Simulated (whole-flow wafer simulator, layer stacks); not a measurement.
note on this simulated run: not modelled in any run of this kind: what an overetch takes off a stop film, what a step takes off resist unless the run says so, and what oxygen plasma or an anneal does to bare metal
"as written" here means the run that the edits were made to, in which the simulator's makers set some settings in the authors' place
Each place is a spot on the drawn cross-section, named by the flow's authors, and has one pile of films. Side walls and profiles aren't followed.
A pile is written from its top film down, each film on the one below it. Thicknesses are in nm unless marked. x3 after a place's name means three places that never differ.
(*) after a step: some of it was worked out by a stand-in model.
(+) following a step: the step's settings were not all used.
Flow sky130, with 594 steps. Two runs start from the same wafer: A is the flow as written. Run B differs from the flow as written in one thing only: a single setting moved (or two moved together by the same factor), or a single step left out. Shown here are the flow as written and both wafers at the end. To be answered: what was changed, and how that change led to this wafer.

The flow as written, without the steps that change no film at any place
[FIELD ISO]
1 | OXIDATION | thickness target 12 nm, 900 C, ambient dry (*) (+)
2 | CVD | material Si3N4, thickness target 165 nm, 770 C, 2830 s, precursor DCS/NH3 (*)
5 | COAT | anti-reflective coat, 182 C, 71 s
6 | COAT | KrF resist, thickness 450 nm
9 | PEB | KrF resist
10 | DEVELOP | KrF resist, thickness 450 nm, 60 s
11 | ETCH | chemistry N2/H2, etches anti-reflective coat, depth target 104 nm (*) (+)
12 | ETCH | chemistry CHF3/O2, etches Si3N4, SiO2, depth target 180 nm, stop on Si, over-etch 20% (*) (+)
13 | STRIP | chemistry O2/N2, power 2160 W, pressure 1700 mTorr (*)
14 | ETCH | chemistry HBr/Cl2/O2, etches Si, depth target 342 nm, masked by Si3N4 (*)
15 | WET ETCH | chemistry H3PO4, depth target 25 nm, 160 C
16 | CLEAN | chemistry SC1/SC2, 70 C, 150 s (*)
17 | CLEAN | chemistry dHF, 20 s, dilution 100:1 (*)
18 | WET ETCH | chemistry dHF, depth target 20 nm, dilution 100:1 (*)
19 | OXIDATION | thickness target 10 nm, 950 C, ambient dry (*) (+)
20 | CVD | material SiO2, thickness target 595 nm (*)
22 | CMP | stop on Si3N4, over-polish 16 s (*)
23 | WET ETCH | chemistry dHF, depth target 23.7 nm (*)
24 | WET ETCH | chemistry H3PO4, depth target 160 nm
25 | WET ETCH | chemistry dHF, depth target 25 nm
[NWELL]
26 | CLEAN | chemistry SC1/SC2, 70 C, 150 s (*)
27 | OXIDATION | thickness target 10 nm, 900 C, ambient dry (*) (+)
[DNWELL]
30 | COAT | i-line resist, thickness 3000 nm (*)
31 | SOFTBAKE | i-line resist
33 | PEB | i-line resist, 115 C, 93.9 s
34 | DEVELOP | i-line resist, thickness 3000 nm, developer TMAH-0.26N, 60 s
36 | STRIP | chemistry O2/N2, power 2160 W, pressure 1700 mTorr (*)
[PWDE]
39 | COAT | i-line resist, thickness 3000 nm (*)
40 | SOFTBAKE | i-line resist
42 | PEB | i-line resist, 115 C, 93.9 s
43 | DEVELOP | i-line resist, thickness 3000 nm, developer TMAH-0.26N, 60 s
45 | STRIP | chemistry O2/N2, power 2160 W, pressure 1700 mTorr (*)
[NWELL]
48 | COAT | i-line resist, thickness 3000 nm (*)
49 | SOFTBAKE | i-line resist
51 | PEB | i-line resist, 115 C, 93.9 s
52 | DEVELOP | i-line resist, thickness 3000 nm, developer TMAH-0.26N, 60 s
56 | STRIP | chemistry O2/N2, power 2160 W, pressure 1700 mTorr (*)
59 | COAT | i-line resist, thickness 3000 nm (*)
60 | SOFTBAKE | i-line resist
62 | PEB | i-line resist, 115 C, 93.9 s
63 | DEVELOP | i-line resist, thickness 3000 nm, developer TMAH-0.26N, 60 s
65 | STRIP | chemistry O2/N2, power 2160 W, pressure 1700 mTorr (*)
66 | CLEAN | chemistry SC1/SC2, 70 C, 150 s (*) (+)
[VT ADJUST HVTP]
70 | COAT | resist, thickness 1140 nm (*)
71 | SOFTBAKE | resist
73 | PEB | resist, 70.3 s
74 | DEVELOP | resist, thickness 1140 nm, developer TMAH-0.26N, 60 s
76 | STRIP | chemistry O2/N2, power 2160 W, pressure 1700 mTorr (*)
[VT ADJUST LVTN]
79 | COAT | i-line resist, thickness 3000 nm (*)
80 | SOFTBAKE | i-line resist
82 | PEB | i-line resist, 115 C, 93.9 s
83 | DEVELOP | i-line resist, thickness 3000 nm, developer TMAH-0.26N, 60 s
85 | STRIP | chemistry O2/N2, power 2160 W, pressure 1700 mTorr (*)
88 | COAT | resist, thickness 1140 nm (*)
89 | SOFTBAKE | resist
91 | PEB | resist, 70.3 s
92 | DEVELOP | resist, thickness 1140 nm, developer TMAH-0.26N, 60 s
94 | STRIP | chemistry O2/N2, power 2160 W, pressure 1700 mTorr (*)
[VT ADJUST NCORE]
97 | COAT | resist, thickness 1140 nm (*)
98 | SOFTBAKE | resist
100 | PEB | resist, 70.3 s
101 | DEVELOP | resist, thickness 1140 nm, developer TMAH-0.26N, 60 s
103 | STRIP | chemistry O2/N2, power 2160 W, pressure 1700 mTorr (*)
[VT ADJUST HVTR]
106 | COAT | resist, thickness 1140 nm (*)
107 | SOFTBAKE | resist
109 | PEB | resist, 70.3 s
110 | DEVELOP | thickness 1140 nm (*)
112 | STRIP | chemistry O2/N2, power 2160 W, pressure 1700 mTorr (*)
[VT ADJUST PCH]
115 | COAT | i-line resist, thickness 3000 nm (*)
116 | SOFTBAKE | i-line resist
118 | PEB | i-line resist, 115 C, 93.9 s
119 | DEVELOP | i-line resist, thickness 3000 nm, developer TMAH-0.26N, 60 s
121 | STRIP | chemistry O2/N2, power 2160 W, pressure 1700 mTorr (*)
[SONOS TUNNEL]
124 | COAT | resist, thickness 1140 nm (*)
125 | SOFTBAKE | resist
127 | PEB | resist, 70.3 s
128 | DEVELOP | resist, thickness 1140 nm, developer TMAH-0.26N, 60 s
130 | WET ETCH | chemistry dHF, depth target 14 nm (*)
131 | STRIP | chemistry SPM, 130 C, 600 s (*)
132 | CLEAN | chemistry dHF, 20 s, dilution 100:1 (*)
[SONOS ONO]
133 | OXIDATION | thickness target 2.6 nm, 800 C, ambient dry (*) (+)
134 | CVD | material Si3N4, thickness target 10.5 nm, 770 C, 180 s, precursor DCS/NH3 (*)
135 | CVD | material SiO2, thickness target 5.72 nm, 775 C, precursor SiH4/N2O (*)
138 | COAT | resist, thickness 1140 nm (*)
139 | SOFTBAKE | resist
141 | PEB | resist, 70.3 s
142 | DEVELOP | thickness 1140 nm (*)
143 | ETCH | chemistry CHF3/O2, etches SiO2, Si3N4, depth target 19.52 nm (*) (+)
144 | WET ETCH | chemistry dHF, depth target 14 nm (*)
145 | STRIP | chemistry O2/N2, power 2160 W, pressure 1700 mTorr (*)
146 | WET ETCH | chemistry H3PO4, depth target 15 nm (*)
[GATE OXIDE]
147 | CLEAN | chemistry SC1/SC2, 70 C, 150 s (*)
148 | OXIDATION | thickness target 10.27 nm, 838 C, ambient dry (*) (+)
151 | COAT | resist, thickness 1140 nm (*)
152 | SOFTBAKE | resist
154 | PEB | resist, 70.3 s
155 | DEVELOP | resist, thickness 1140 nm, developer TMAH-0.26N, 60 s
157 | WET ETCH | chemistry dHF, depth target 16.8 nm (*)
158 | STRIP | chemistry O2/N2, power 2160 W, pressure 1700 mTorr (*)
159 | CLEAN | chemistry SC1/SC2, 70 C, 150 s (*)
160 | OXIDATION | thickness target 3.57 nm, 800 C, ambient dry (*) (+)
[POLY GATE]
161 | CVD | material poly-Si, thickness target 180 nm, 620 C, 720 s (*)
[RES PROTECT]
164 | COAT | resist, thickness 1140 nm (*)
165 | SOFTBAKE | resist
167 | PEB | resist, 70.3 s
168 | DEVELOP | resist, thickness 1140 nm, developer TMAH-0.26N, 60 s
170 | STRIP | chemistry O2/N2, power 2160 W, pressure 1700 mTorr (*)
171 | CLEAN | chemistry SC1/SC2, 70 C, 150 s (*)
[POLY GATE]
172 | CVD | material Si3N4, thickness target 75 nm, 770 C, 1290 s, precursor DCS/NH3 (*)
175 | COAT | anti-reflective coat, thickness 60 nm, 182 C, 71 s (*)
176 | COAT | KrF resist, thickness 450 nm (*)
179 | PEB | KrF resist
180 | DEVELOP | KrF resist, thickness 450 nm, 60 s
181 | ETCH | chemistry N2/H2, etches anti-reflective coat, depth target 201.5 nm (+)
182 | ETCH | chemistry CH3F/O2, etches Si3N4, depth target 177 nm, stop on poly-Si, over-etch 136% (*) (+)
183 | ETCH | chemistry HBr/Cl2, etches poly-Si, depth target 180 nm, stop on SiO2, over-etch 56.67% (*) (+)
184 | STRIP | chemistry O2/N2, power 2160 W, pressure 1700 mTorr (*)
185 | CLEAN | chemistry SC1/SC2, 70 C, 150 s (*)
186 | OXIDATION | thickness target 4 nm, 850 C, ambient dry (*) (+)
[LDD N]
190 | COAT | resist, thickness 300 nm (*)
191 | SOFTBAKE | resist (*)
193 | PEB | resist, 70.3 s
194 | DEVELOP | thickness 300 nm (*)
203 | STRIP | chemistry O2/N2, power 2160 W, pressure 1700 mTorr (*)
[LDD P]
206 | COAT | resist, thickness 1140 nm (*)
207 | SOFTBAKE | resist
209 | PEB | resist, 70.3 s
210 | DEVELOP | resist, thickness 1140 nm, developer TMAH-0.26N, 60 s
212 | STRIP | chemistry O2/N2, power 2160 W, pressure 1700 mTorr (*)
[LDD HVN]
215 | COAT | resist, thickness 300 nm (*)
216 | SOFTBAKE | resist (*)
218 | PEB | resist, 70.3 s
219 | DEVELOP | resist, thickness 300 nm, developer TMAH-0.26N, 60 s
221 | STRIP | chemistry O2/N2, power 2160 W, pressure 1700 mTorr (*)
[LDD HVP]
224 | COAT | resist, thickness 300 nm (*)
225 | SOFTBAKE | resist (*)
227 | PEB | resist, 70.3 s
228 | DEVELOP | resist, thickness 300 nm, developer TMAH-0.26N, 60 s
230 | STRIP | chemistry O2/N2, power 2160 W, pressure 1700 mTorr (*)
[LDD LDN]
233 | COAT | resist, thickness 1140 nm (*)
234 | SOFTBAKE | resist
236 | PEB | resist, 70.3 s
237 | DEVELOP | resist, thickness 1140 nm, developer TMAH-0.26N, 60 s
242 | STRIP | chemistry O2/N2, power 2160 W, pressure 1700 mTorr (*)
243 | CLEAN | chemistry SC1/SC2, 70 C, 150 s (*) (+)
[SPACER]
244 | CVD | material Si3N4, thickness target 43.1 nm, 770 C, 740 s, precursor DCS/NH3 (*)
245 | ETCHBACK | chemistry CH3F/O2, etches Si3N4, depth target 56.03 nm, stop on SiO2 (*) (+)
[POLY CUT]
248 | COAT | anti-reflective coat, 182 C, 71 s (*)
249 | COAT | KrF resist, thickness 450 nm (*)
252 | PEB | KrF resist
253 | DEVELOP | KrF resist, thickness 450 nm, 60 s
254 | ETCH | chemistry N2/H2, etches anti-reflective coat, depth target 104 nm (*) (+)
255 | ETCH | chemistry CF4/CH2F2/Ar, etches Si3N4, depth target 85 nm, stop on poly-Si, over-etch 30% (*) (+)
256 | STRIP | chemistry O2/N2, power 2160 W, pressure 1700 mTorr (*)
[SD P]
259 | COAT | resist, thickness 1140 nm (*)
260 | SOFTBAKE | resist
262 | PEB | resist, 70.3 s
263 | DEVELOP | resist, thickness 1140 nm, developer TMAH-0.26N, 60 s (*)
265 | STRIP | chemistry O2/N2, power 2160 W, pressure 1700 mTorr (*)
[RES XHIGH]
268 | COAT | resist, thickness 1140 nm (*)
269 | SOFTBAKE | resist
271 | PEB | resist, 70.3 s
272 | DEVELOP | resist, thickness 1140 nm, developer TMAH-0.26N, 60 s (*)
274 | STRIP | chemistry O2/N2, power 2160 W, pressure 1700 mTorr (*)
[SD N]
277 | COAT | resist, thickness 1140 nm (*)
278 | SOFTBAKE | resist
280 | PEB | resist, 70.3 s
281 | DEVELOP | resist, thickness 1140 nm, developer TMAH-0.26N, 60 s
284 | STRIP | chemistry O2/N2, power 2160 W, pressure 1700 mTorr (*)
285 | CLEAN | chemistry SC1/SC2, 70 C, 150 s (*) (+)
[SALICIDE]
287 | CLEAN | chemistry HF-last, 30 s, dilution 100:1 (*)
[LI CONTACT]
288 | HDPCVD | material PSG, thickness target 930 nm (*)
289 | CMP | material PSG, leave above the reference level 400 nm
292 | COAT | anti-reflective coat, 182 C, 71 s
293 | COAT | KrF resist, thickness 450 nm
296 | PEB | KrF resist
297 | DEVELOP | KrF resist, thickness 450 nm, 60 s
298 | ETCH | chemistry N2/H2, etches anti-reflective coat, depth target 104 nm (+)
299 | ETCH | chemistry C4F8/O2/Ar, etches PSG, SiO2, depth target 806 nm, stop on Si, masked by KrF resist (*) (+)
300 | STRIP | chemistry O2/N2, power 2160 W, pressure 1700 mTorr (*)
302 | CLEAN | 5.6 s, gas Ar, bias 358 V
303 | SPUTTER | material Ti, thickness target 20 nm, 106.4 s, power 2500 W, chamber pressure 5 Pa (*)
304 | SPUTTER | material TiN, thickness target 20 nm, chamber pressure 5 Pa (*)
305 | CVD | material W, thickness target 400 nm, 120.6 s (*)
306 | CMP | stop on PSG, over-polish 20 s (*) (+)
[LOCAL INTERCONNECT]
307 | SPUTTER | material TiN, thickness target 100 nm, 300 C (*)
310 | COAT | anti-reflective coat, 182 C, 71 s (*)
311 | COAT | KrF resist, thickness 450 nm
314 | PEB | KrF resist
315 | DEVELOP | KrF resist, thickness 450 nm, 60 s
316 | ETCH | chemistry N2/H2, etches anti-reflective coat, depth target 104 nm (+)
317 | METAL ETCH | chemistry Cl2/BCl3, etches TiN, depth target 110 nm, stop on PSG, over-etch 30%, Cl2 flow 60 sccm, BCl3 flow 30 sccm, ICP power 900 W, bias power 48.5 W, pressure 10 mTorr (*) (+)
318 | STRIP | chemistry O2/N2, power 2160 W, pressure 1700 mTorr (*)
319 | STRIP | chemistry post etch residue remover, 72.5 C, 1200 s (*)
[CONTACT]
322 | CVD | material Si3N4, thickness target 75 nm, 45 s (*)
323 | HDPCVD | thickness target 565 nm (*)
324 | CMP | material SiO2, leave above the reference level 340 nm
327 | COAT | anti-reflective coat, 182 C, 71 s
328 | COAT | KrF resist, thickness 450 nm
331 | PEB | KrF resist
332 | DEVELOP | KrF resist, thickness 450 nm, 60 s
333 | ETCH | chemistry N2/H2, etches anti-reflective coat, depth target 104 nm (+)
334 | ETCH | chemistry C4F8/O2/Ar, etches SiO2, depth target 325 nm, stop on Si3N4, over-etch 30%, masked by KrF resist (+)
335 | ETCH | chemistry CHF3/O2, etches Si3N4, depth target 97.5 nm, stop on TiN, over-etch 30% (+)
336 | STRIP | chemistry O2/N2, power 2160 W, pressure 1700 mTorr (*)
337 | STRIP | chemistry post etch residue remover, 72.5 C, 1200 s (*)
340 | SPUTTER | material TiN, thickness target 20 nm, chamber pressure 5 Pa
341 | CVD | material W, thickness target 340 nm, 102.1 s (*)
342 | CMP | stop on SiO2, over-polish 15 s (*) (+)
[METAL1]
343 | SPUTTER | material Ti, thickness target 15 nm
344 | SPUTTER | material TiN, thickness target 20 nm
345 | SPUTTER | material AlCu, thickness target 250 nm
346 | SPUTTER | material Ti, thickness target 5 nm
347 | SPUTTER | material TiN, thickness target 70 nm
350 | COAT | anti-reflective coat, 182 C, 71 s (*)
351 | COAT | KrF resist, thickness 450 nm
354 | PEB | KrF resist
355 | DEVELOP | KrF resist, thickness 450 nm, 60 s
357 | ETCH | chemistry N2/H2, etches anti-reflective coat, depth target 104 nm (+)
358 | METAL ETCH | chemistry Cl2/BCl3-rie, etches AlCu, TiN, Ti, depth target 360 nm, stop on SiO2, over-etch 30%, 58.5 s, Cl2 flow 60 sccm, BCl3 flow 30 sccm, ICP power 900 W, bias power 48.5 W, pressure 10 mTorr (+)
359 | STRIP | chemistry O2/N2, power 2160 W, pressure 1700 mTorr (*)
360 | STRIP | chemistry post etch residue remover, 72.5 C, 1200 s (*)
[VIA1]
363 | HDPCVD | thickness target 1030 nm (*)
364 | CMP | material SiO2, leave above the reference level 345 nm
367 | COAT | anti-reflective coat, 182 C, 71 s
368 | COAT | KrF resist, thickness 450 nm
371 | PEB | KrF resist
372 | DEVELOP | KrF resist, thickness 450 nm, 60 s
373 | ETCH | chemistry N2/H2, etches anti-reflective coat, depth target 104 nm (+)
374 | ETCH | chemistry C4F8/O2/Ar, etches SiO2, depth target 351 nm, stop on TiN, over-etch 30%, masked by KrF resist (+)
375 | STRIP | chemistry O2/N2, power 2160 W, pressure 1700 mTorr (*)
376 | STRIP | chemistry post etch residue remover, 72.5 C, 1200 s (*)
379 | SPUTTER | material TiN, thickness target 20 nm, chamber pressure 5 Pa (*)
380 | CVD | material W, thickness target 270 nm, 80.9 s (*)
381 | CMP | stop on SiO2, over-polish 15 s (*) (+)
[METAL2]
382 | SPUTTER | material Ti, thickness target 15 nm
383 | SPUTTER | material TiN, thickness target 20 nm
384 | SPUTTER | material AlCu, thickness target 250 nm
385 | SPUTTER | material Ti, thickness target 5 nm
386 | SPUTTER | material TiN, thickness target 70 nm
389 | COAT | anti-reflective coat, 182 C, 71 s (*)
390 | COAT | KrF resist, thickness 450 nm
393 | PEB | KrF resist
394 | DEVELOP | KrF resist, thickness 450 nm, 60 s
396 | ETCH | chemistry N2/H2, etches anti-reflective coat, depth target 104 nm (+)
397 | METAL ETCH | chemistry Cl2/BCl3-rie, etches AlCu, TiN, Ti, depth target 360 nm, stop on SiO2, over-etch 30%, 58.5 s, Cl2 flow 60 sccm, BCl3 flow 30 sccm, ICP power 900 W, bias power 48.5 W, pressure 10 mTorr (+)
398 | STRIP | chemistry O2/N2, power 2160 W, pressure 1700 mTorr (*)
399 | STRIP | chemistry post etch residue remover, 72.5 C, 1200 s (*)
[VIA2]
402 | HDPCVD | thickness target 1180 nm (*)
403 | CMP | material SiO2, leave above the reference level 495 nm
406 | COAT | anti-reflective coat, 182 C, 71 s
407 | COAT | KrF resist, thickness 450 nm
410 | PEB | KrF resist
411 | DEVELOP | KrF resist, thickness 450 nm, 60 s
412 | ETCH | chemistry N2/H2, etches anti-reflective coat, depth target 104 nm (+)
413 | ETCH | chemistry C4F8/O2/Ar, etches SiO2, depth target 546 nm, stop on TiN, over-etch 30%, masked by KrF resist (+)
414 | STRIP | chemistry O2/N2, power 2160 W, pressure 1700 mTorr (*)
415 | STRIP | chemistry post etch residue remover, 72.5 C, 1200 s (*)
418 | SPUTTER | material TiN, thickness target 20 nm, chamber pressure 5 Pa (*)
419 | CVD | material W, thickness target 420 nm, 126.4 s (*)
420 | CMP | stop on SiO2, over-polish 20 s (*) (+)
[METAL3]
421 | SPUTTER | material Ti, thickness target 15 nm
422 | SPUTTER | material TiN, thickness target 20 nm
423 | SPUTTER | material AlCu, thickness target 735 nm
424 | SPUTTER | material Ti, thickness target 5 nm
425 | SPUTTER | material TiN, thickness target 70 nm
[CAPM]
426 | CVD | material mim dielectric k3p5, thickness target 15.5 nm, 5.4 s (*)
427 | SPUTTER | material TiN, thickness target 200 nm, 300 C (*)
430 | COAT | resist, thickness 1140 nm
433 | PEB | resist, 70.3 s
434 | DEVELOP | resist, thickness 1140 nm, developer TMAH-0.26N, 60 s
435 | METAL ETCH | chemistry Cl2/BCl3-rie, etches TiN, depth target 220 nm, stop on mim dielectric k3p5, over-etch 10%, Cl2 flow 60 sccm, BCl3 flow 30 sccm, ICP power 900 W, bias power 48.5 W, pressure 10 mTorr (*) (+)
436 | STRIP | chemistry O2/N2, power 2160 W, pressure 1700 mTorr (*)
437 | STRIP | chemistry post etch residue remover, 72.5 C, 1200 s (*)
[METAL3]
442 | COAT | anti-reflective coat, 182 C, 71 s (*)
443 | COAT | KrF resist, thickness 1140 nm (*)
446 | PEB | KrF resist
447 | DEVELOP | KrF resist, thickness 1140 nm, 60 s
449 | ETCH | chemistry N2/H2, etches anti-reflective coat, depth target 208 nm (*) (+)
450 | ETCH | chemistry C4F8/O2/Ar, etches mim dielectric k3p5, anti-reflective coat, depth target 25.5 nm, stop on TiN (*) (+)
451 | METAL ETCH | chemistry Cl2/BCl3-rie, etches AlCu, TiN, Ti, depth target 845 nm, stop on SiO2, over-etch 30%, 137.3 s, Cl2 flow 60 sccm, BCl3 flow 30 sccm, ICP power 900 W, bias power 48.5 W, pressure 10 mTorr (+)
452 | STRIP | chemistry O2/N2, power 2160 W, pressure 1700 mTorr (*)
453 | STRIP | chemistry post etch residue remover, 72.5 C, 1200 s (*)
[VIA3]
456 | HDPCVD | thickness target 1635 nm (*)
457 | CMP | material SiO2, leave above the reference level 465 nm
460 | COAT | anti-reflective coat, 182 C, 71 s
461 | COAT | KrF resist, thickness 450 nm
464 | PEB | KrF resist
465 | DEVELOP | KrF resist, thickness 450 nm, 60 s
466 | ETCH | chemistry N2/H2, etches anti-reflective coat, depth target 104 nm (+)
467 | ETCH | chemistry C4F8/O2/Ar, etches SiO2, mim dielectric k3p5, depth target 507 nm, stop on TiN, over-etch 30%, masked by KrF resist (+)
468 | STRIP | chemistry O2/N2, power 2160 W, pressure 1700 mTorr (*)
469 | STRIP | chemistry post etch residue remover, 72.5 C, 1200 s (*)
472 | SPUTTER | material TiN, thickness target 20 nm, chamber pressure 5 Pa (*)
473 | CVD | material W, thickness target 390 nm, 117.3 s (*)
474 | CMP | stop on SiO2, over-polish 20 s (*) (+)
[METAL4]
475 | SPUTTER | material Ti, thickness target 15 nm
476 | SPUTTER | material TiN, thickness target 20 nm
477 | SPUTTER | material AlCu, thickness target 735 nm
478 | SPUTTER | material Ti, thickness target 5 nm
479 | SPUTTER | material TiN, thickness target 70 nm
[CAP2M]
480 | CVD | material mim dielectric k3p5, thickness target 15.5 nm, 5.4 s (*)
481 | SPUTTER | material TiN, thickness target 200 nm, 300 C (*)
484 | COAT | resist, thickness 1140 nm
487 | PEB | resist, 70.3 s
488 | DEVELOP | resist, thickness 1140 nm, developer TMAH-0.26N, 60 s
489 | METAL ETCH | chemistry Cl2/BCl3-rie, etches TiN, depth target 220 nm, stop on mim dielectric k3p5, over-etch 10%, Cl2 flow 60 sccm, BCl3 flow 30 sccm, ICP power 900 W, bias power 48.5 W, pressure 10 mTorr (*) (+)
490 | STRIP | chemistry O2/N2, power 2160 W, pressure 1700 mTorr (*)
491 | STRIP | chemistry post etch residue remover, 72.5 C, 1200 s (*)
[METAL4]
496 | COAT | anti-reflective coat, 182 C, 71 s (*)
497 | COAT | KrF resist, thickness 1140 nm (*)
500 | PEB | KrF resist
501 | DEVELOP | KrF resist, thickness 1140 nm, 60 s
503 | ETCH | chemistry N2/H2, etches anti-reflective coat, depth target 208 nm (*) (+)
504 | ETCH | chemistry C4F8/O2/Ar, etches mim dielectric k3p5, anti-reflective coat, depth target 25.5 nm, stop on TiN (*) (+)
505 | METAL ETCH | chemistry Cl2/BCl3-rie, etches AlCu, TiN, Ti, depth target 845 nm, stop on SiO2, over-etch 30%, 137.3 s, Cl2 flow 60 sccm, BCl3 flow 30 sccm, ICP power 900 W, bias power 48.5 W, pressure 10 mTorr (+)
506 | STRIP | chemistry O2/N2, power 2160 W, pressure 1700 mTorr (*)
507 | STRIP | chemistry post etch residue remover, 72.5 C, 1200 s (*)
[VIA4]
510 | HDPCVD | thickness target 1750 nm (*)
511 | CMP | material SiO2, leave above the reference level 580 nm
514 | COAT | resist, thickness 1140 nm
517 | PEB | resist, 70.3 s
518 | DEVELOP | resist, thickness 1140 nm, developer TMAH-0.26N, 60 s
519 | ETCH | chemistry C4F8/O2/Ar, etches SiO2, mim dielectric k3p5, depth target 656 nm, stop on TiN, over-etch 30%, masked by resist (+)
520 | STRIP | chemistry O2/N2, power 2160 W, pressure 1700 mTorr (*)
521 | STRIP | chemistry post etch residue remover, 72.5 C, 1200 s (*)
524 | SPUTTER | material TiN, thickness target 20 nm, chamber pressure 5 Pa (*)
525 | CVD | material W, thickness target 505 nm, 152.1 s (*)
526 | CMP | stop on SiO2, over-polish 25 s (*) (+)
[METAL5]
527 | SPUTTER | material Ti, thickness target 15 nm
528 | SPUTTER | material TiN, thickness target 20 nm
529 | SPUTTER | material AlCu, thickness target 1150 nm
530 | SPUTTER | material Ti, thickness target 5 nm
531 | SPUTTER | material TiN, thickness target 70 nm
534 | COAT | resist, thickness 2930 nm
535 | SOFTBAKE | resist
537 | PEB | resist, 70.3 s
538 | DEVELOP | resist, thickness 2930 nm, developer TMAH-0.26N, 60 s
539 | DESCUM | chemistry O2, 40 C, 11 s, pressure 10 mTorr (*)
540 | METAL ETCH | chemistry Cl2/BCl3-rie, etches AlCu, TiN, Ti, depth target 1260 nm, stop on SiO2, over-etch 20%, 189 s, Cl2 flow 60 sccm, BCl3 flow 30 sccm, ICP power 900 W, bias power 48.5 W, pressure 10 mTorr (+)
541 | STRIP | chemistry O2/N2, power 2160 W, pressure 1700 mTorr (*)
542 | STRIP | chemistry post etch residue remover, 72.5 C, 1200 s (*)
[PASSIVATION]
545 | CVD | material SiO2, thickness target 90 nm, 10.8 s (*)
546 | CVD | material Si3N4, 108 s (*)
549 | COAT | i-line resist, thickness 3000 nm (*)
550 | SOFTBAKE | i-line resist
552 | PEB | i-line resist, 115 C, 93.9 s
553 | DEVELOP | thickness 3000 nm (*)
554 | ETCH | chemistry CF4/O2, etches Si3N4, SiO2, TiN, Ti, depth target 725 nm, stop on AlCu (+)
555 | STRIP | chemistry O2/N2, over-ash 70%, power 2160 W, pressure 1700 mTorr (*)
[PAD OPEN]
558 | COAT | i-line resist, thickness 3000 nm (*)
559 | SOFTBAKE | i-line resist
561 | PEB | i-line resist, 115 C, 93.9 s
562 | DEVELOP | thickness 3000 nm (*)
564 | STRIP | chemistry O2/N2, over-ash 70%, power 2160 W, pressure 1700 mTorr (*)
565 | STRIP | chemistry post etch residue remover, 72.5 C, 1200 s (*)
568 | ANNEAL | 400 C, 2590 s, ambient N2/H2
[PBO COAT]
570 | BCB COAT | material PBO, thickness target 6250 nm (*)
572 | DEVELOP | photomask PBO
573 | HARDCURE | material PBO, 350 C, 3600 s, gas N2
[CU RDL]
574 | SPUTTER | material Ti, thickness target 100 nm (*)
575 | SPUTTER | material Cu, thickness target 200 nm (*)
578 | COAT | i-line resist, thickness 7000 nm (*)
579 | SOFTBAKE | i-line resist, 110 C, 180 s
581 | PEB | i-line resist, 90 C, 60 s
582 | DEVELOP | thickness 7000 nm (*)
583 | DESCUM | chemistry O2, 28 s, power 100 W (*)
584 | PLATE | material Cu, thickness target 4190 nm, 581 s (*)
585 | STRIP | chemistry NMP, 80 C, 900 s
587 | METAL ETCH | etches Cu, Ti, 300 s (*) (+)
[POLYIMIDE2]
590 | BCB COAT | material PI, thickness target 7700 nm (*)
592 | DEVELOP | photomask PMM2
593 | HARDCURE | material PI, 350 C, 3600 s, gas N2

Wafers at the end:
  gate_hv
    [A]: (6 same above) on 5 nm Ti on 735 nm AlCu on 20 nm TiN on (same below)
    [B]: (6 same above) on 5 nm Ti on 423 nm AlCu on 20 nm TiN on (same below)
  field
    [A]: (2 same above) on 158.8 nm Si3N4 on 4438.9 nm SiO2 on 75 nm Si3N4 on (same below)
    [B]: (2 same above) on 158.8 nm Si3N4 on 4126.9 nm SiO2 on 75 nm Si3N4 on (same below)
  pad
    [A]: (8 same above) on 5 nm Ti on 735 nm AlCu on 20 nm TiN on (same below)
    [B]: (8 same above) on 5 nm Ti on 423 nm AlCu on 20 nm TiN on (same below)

What caused this: step 477, SPUTTER: thickness target 423 nm was run, while the flow as written has thickness target 735 nm.
The wafer itself shows it: gate_hv has AlCu 423, and step 477 as written asks for 735 nm.

The path from the change to this, step by step:
  477 | SPUTTER | material AlCu, thickness target 735 nm
      field, active, n_well and 189 more: A +735 AlCu (new film) | B +423 AlCu (new film)
  505 | METAL ETCH | chemistry Cl2/BCl3-rie, etches AlCu, TiN, Ti, depth target 845 nm, stop on SiO2, over-etch 30%, 137.3 s, Cl2 flow 60 sccm, BCl3 flow 30 sccm, ICP power 900 W, bias power 48.5 W, pressure 10 mTorr (+)
      field, gate, spacer and 68 more: A -70 TiN (all of it), -5 Ti (all of it), -735 AlCu (all of it), -20 TiN (all of it), -15 Ti (all of it), -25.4 SiO2 | B -70 TiN (all of it), -5 Ti (all of it), -423 AlCu (all of it), -20 TiN (all of it), -15 Ti (all of it), -56.6 SiO2
      active, vpp_iso1, mim_edge_plate and 13 more: A -70 TiN (all of it), -5 Ti (all of it), -735 AlCu (all of it), -20 TiN (all of it), -15 Ti (all of it), -25.3 SiO2 | B -70 TiN (all of it), -5 Ti (all of it), -423 AlCu (all of it), -20 TiN (all of it), -15 Ti (all of it), -56.6 SiO2
      (as well as at 1 more place)
  511 | CMP | material SiO2, leave above the reference level 580 nm
      field, gate, spacer and 61 more: A -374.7 SiO2 | B -655.4 SiO2
      active, vpp_ln, vpp_iso2 and 13 more: A -374.7 SiO2 | B -655.5 SiO2
      (as well as at 8 more places)
